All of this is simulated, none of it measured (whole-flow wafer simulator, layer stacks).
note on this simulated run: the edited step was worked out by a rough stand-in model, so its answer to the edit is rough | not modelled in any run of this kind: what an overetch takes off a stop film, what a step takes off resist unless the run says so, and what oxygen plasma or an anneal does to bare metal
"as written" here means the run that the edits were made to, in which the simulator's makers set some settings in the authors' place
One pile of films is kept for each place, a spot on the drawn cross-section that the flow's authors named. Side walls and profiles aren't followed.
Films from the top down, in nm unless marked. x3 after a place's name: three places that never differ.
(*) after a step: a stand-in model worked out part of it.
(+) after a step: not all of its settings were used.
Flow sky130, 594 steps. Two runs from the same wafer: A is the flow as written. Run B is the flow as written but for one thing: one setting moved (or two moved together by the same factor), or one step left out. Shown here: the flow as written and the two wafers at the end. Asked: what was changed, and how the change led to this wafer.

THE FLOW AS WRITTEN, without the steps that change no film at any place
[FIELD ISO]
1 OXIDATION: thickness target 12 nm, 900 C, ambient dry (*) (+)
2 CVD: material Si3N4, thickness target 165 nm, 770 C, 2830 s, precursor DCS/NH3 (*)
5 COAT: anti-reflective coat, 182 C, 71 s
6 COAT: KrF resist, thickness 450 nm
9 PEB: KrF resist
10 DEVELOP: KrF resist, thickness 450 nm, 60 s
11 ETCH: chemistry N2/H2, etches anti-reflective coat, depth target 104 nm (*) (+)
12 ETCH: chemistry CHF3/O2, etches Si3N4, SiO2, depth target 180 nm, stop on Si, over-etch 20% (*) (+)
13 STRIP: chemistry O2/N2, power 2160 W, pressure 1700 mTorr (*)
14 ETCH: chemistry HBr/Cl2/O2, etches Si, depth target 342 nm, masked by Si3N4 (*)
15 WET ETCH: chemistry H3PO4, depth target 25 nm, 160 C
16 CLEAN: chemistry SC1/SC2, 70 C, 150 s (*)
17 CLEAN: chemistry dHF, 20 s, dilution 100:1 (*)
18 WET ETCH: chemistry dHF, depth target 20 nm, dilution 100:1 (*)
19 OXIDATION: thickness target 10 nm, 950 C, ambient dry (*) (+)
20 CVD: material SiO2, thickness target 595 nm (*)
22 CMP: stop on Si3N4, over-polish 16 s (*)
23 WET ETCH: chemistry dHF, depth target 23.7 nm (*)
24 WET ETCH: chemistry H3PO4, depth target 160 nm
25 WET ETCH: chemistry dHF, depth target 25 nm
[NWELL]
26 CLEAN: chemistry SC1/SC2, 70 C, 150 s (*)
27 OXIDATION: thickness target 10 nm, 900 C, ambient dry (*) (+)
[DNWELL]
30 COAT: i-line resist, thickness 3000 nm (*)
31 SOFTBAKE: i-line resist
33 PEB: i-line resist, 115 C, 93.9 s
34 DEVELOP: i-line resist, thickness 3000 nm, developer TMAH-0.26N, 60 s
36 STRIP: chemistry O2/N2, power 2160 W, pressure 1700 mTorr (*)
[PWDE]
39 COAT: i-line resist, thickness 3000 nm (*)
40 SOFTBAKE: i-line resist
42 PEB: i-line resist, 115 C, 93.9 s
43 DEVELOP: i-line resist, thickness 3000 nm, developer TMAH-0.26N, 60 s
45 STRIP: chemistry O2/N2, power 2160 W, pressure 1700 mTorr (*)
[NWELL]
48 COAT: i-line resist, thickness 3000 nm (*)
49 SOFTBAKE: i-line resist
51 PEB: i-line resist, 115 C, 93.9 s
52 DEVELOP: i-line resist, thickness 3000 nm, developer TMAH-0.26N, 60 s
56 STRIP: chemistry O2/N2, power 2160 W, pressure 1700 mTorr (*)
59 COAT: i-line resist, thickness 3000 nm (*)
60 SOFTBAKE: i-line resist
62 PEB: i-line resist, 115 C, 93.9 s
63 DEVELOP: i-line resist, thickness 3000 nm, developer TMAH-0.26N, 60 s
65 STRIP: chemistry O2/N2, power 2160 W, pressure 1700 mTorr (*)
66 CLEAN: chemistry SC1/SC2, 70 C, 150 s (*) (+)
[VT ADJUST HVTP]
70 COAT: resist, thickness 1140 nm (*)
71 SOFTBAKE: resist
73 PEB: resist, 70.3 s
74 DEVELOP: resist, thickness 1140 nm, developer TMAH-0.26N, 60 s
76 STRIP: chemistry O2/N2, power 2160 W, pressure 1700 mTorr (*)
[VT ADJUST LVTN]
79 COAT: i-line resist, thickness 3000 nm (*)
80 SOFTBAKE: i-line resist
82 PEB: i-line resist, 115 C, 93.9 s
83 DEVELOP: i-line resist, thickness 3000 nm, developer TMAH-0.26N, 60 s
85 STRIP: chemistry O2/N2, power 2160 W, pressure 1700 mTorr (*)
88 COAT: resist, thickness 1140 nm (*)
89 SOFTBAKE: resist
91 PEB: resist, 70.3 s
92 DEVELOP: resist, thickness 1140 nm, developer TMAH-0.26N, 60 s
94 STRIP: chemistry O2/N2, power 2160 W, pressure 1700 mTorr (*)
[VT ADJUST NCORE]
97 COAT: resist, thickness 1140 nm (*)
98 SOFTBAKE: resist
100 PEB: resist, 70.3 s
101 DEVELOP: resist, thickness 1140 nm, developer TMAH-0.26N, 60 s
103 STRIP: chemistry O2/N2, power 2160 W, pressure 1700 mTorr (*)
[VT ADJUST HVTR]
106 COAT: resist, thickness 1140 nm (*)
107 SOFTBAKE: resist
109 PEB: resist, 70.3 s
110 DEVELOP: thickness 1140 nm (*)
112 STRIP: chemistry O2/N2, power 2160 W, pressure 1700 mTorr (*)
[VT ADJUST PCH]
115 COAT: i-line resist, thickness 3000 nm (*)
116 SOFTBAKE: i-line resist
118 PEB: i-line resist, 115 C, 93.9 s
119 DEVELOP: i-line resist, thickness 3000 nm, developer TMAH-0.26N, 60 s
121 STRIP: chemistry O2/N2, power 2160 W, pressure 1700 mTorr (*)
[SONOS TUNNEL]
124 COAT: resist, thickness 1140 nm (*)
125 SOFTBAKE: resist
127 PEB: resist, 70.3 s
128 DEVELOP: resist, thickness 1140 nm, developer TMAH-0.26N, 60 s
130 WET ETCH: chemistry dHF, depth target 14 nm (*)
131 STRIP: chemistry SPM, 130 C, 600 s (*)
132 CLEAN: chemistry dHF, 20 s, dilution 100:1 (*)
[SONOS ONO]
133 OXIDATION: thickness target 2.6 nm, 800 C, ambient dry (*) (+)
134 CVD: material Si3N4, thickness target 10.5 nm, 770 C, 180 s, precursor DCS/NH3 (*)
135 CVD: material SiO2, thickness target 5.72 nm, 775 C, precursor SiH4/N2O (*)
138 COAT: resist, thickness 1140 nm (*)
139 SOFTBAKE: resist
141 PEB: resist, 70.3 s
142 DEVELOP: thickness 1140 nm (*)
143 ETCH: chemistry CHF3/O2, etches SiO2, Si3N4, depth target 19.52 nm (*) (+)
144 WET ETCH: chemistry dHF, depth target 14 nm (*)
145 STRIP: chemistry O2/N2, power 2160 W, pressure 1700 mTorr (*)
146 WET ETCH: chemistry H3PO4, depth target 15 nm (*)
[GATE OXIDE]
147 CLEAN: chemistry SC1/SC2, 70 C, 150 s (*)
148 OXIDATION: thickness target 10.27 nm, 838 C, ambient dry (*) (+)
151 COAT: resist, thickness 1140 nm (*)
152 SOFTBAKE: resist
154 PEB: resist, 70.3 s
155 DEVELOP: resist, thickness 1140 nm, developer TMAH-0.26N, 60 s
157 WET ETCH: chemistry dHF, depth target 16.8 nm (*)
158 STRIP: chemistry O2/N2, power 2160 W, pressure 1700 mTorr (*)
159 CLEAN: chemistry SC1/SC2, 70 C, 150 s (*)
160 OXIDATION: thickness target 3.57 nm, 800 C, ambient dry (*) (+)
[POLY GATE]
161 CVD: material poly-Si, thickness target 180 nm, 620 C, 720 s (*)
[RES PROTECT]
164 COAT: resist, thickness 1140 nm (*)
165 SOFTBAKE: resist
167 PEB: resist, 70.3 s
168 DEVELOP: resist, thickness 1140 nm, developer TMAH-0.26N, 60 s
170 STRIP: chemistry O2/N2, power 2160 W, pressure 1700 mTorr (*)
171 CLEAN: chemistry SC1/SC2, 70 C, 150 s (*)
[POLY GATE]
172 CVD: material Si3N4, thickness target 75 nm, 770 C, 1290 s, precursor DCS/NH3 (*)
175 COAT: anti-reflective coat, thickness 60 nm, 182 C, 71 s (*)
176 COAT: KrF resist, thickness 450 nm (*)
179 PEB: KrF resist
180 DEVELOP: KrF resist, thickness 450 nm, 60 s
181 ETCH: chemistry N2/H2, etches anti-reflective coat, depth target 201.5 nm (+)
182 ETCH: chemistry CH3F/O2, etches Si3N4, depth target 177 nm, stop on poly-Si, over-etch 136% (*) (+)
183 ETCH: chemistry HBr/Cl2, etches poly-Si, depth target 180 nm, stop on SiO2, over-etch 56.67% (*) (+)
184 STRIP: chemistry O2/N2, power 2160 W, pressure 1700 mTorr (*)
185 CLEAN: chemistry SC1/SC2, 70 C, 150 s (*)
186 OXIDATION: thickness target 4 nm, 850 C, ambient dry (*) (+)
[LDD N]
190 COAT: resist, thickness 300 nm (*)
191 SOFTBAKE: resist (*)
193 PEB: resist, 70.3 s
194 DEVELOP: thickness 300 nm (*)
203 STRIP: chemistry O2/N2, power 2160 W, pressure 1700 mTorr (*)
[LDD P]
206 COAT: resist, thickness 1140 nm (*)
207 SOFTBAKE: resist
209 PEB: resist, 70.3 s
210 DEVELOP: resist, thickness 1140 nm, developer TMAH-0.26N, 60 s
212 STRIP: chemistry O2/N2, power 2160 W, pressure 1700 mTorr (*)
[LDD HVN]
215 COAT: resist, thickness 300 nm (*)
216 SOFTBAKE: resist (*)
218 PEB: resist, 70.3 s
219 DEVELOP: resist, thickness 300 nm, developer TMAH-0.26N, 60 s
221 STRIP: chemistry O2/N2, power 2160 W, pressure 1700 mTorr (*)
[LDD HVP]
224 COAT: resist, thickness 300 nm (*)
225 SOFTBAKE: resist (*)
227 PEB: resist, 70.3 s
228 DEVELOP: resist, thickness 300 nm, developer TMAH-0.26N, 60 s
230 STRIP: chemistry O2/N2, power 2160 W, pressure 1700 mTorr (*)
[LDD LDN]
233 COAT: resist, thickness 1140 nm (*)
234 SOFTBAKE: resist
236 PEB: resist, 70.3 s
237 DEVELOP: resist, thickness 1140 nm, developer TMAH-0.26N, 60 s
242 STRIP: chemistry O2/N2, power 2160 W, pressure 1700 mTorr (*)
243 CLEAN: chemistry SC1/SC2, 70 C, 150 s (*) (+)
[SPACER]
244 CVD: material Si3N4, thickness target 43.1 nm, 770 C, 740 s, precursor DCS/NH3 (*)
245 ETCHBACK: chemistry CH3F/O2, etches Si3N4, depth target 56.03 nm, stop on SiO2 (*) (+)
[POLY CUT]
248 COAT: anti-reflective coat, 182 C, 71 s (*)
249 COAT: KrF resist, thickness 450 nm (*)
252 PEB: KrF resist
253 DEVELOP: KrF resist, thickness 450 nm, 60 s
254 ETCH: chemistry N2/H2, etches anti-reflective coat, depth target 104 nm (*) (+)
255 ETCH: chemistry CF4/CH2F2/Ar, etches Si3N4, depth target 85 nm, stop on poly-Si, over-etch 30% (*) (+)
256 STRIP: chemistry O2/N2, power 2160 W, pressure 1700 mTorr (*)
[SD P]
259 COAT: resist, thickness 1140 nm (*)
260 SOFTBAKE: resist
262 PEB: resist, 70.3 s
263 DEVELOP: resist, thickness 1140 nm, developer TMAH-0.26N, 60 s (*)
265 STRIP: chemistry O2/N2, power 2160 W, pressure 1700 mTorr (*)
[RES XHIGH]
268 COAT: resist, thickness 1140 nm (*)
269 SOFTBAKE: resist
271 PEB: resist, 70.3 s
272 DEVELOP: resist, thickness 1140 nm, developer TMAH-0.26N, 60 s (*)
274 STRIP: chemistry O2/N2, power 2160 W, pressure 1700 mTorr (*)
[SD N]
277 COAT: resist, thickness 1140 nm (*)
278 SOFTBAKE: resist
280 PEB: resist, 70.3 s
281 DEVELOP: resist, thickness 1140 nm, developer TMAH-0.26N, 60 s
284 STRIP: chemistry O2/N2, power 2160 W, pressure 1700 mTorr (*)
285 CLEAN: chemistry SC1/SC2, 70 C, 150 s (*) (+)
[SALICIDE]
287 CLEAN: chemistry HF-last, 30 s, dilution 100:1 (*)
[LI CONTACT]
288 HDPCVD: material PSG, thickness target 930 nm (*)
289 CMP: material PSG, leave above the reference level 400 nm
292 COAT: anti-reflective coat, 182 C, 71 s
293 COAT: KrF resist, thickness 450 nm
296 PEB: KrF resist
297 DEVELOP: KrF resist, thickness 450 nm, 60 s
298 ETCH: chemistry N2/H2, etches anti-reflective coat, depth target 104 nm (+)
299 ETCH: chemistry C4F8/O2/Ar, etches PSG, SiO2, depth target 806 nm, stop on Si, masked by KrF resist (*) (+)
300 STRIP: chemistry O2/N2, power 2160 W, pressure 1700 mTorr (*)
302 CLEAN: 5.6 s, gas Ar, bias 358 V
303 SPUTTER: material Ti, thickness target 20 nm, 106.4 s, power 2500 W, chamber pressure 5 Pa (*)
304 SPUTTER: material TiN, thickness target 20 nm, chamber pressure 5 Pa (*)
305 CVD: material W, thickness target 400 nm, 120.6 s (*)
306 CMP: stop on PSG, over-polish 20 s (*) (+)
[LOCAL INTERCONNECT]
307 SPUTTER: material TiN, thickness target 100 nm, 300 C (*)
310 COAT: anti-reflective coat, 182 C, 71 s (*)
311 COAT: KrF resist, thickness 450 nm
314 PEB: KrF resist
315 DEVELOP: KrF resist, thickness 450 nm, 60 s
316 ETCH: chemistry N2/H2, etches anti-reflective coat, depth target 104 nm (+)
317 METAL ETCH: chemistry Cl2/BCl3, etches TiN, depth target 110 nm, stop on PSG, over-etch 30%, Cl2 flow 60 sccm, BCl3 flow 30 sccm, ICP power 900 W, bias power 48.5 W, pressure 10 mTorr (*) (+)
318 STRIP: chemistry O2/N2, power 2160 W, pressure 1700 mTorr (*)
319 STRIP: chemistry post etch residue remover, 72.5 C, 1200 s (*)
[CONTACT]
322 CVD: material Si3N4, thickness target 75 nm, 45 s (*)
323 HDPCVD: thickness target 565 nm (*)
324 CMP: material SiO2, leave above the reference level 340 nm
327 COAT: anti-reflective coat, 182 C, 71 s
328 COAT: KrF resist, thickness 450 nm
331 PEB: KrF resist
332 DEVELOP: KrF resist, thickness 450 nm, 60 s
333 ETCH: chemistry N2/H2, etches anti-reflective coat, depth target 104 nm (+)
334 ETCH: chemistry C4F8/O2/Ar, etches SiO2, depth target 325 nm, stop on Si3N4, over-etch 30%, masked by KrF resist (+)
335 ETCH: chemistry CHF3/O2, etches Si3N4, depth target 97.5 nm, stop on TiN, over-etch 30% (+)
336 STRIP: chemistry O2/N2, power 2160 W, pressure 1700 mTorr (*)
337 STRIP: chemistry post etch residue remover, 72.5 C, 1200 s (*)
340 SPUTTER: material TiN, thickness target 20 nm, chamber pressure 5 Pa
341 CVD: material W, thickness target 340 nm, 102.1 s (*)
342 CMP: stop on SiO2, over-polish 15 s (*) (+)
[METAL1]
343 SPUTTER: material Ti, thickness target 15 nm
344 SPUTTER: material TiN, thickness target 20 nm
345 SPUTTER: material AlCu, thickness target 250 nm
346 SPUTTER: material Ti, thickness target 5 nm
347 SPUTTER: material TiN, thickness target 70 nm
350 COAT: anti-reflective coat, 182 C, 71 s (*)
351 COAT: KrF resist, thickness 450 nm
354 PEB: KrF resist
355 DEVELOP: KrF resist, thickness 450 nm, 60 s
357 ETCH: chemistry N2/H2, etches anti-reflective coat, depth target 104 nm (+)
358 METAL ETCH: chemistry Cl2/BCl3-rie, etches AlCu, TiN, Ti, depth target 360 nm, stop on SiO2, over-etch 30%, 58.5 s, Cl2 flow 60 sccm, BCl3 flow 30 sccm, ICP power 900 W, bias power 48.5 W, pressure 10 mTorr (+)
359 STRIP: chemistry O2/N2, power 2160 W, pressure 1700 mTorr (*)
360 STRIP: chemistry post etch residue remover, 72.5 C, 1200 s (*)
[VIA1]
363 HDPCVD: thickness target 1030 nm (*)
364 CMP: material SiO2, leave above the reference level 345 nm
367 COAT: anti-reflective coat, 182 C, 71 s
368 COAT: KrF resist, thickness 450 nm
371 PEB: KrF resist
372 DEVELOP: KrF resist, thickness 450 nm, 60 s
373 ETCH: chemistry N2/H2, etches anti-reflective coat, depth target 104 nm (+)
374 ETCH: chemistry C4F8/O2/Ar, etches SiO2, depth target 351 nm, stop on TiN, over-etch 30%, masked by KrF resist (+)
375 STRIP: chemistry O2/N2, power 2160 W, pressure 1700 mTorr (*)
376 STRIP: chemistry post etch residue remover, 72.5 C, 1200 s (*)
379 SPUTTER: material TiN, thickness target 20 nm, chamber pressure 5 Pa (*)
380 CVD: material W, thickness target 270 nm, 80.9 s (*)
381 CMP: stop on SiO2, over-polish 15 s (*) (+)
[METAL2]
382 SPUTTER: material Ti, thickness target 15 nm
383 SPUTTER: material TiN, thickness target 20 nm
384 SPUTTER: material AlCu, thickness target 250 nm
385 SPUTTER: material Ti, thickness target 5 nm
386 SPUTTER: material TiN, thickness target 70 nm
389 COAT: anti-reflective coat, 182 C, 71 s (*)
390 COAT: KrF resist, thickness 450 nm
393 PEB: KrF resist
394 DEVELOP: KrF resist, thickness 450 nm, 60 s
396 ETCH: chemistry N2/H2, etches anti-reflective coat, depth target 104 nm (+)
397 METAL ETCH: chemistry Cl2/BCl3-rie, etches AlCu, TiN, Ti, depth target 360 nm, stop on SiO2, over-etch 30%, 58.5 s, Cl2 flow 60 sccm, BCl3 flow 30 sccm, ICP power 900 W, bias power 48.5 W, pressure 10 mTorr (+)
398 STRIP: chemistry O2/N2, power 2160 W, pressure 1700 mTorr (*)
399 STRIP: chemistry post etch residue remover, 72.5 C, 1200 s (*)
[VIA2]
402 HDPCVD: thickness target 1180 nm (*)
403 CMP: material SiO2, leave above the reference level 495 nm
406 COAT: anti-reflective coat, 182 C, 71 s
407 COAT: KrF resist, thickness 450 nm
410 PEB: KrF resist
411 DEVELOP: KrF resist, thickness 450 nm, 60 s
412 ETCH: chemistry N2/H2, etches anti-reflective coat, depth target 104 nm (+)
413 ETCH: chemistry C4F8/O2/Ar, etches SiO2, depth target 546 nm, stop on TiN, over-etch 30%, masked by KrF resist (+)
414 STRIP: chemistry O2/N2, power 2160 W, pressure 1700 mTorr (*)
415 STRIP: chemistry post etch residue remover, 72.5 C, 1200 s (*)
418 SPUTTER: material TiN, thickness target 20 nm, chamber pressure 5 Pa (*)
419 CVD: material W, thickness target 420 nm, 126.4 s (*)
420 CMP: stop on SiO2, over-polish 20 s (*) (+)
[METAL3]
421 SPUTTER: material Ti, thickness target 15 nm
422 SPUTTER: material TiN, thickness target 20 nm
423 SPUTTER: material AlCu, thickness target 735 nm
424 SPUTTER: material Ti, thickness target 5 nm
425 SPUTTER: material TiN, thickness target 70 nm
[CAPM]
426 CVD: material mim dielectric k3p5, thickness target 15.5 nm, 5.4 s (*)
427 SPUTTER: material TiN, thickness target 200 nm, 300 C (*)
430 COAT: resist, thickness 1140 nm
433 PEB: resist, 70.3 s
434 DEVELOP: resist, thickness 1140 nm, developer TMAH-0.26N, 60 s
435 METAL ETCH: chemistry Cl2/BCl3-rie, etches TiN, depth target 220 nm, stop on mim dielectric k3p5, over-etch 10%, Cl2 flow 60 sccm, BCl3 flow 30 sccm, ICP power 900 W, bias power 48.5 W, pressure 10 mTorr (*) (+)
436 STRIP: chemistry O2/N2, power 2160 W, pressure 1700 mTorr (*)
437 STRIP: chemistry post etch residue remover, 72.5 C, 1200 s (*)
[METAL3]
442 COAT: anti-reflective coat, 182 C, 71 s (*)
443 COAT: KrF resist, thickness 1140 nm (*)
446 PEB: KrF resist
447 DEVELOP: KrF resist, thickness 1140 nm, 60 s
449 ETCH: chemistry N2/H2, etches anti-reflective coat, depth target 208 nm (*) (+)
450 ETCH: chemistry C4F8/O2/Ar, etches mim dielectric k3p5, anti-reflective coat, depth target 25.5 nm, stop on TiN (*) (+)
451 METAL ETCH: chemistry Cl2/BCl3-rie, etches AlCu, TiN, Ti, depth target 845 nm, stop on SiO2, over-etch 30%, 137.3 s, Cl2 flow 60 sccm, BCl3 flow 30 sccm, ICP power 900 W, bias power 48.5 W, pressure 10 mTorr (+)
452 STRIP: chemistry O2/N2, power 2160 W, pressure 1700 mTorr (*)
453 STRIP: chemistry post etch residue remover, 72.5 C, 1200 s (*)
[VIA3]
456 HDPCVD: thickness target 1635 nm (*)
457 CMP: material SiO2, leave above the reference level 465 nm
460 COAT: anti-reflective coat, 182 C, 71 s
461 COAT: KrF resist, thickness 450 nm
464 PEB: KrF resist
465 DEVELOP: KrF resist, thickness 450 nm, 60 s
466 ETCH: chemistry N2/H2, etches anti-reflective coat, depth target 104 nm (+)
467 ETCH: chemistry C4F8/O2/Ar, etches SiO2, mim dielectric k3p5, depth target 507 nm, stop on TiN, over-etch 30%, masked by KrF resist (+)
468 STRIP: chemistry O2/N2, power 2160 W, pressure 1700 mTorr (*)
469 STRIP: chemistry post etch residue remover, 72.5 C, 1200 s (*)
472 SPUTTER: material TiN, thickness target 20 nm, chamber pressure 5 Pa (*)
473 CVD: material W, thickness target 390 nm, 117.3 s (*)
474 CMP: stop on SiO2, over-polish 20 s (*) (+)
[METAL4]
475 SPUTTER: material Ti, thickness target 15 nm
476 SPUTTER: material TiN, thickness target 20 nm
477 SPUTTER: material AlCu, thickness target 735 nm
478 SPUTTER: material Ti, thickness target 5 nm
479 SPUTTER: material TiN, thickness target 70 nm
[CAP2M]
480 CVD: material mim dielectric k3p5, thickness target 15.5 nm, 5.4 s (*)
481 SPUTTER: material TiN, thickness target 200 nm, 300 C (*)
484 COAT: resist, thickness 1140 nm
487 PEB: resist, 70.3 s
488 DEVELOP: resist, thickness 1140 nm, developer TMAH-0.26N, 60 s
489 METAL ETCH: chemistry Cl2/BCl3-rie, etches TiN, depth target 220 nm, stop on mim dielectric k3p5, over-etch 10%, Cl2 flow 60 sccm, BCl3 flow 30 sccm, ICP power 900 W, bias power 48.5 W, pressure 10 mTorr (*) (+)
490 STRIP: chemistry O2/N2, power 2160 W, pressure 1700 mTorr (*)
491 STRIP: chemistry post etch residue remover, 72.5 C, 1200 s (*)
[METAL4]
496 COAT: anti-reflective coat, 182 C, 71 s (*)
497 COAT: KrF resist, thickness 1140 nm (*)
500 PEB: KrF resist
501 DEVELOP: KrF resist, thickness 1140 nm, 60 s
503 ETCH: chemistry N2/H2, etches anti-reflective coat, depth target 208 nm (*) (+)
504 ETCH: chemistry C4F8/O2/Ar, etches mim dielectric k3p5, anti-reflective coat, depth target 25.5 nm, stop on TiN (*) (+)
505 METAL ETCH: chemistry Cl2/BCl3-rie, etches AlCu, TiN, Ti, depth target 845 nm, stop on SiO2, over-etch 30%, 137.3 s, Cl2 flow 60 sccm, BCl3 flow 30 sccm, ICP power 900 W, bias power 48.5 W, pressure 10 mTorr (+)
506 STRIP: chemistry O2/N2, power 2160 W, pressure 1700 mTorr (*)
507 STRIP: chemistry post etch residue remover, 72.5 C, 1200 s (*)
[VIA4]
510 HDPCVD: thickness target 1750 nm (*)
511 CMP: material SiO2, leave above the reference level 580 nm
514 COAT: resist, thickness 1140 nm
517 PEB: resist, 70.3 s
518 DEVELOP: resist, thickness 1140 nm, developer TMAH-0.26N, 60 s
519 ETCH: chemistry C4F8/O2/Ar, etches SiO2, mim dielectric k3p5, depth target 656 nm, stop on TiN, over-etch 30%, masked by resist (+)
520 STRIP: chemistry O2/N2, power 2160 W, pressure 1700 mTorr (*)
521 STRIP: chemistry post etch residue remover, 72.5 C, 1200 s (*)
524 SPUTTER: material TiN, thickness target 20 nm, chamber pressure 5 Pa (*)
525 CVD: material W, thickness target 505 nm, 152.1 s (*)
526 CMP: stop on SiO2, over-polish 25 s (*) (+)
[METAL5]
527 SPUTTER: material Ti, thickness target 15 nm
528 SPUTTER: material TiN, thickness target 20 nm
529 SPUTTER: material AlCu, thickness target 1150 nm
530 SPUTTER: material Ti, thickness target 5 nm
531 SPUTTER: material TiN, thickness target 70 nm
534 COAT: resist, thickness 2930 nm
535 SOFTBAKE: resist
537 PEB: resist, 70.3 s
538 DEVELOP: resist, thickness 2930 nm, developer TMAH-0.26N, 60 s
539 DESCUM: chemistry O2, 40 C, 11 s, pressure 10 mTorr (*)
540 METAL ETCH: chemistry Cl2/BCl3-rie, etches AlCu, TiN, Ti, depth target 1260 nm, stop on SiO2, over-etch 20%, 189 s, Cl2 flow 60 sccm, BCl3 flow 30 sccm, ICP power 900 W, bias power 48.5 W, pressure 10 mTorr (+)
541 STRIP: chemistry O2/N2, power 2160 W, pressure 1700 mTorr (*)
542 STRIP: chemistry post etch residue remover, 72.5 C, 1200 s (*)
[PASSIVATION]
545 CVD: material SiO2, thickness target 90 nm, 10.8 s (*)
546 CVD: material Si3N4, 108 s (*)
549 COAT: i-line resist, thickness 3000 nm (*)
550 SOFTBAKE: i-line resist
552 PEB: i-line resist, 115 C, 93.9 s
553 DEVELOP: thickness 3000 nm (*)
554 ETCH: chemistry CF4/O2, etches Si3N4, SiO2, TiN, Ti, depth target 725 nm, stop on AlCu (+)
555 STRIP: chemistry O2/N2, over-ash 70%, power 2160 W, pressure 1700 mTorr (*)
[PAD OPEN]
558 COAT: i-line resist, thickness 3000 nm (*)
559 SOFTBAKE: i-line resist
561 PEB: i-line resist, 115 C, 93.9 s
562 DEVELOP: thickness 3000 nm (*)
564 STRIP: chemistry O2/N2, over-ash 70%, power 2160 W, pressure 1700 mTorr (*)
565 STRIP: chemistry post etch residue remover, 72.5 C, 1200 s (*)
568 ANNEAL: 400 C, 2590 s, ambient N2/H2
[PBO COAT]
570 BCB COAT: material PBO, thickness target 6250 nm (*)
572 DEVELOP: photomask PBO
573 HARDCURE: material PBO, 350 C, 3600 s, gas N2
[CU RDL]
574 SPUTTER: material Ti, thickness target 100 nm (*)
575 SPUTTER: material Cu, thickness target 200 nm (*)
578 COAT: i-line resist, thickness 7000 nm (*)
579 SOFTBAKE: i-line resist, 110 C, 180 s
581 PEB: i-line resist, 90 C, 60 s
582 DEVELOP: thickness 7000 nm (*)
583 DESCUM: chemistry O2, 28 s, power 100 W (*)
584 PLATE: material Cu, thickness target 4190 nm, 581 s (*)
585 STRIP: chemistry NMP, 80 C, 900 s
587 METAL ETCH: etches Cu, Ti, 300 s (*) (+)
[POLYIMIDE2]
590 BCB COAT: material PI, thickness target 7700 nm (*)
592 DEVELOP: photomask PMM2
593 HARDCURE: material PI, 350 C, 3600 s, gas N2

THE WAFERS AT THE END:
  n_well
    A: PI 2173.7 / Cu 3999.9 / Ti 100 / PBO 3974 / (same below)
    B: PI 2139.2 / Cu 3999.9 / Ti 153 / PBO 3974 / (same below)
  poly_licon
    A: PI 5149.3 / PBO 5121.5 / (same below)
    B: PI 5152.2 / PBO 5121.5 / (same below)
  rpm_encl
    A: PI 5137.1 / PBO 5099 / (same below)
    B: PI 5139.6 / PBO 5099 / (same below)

The cause: step 574, SPUTTER: thickness target 153 nm was run, where the flow has thickness target 100 nm.
It can be read off the wafer: n_well has Ti 153, and step 574 as written asks for 100 nm.

How the change led to this, step by step:
  574 SPUTTER: material Ti, thickness target 100 nm (*)
      field, active, n_well and 190 more: A Ti +100 (new film) | B Ti +153 (new film)
  587 METAL ETCH: etches Cu, Ti, 300 s (*) (+)
      field, active, gate and 167 more: A Cu -200 (all of it), Ti -100 (all of it) | B Cu -200 (all of it), Ti -153 (all of it)
  590 BCB COAT: material PI, thickness target 7700 nm (*)
      de16_gate_nw: A PI +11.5 um (new film) | B PI +11.55 um (new film)
